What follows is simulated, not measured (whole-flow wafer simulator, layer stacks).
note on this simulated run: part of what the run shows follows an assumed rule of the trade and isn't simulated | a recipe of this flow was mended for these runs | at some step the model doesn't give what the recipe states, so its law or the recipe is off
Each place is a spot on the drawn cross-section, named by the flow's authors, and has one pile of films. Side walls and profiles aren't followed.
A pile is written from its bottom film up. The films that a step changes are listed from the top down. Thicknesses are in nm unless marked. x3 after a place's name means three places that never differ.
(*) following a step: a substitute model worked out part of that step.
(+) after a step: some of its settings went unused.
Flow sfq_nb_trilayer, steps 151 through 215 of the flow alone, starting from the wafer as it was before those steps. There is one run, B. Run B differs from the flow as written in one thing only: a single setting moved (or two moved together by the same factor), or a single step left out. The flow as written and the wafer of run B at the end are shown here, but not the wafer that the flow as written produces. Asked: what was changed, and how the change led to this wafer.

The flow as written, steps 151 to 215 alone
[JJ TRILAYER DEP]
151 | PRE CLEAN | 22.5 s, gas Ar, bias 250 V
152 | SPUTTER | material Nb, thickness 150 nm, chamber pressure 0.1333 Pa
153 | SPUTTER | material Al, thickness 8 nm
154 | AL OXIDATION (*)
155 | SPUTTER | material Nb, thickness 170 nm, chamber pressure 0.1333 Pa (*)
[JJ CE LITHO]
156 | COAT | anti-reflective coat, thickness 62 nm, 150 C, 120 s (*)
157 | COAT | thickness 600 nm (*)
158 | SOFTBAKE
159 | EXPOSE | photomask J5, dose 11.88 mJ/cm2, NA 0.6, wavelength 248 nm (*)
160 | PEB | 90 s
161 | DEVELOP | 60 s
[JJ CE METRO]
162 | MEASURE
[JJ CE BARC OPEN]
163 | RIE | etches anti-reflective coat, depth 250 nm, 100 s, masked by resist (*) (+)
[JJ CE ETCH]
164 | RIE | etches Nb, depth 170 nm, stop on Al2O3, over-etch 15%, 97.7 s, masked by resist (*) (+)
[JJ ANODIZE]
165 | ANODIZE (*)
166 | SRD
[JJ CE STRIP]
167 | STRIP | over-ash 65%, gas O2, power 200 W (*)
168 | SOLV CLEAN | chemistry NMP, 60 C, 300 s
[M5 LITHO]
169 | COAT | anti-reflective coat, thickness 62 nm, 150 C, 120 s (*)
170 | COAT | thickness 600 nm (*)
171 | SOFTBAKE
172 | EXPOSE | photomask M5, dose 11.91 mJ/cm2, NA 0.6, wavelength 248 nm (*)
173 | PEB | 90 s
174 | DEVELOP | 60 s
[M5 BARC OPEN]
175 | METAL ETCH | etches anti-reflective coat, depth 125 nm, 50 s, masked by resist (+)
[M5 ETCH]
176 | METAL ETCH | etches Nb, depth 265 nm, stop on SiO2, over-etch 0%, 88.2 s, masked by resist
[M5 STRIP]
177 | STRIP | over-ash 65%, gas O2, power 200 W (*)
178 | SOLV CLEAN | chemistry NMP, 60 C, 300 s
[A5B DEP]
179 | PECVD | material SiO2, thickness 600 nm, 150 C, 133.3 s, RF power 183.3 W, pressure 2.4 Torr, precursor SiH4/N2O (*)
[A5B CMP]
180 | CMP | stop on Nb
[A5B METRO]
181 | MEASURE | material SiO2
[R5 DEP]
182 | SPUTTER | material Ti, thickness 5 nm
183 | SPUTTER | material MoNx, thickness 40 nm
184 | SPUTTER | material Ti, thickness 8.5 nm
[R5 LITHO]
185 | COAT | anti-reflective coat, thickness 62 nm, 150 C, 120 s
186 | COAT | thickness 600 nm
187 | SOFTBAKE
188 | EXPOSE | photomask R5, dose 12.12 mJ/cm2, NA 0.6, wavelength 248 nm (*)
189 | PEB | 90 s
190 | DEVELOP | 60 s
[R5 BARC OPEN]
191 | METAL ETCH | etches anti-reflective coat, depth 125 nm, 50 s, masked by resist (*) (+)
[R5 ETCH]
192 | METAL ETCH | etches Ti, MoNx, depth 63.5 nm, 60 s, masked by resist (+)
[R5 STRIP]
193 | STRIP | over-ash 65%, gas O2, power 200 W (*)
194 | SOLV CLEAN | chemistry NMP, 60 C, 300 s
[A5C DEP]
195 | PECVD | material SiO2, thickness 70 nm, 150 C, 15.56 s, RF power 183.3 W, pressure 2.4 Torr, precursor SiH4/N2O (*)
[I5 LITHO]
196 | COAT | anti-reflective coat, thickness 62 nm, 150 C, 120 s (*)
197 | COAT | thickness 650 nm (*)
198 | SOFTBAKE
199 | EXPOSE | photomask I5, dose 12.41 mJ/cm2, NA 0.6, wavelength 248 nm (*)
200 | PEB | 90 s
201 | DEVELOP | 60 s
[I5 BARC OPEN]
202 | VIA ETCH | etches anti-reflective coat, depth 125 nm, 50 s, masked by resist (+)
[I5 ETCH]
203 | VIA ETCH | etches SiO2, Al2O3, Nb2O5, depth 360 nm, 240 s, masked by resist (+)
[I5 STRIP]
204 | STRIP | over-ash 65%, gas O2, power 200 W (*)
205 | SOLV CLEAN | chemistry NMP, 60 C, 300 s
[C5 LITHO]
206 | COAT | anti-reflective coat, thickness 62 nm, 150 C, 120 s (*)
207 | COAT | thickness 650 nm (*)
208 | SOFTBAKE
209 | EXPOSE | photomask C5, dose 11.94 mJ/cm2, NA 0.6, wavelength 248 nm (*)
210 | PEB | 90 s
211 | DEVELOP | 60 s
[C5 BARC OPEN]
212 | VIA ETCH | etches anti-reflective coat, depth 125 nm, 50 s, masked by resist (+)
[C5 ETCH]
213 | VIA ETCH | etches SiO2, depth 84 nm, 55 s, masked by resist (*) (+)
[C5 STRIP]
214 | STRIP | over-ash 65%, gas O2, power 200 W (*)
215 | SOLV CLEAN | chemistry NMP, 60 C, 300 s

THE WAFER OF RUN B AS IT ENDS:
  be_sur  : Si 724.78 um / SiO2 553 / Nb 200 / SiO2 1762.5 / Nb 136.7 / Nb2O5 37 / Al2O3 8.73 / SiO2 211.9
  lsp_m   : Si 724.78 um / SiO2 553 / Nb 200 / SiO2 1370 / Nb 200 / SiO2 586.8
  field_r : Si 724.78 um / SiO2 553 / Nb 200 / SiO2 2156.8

Cause: step 153, SPUTTER: thickness 5.6 nm was run, whereas the flow has thickness 8 nm.

The path from the change to this, step by step:
  153 | SPUTTER | material Al, thickness 8 nm
      field_l, v_sur, via_sp and 100 more: +5.6 Al (new film) (it would be, as written: +8 Al (new film))
      via_wl, via_wr: +3.59 Al (new film) (it would be, as written: +5.13 Al (new film))
      (and at 1 other place as well)
  165 | ANODIZE (*)
      field_l, v_sur, via_sp and 96 more: +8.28 Al2O3, +37 Nb2O5 (new film), -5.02 Al (all of it), -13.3 Nb (it would be, as written: +12.2 Al2O3, +29.9 Nb2O5 (new film), -7.42 Al (all of it), -10.8 Nb)
      via_wl, via_wr: +4.97 Al2O3 (new film), +43.7 Nb2O5 (new film), -3.01 Al (all of it), -15.7 Nb (it would be, as written: +7.51 Al2O3 (new film), +39.2 Nb2O5 (new film), -4.55 Al (all of it), -14.1 Nb)
      (and at 1 other place as well)
  169 | COAT | anti-reflective coat, thickness 62 nm, 150 C, 120 s (*)
      ce_r: +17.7 anti-reflective coat (new film) (it would be, as written: +17.1 anti-reflective coat (new film))
  176 | METAL ETCH | etches Nb, depth 265 nm, stop on SiO2, over-etch 0%, 88.2 s, masked by resist
      field_l, res, field_r and 42 more: -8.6 Al2O3 (all of it), -37 Nb2O5 (all of it), -136.7 Nb (all of it), -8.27 SiO2 (it would be, as written: -12.6 Al2O3 (all of it), -29.9 Nb2O5 (all of it), -139.2 Nb (all of it), -8.33 SiO2)
      r_end, moat, wl_b_sl, wl_f_m6, wl_g_sl: -8.61 Al2O3 (all of it), -37 Nb2O5 (all of it), -136.7 Nb (all of it), -8.27 SiO2 (it would be, as written: -12.6 Al2O3 (all of it), -29.9 Nb2O5 (all of it), -139.2 Nb (all of it), -8.33 SiO2)
      (and at 3 other places as well)
  177 | STRIP | over-ash 65%, gas O2, power 200 W (*)
      ce_r: -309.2 KrF-resist-other-grade (all of it), -17.7 anti-reflective coat (all of it) (it would be, as written: -307.4 KrF-resist-other-grade (all of it), -17.1 anti-reflective coat (all of it))
  203 | VIA ETCH | etches SiO2, Al2O3, Nb2O5, depth 360 nm, 240 s, masked by resist (+)
      be: -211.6 SiO2 (all of it), -8.73 Al2O3 (all of it), -37 Nb2O5 (all of it), -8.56 Nb (it would be, as written: -214.5 SiO2 (all of it), -12.7 Al2O3 (all of it), -29.9 Nb2O5 (all of it), -8.57 Nb)
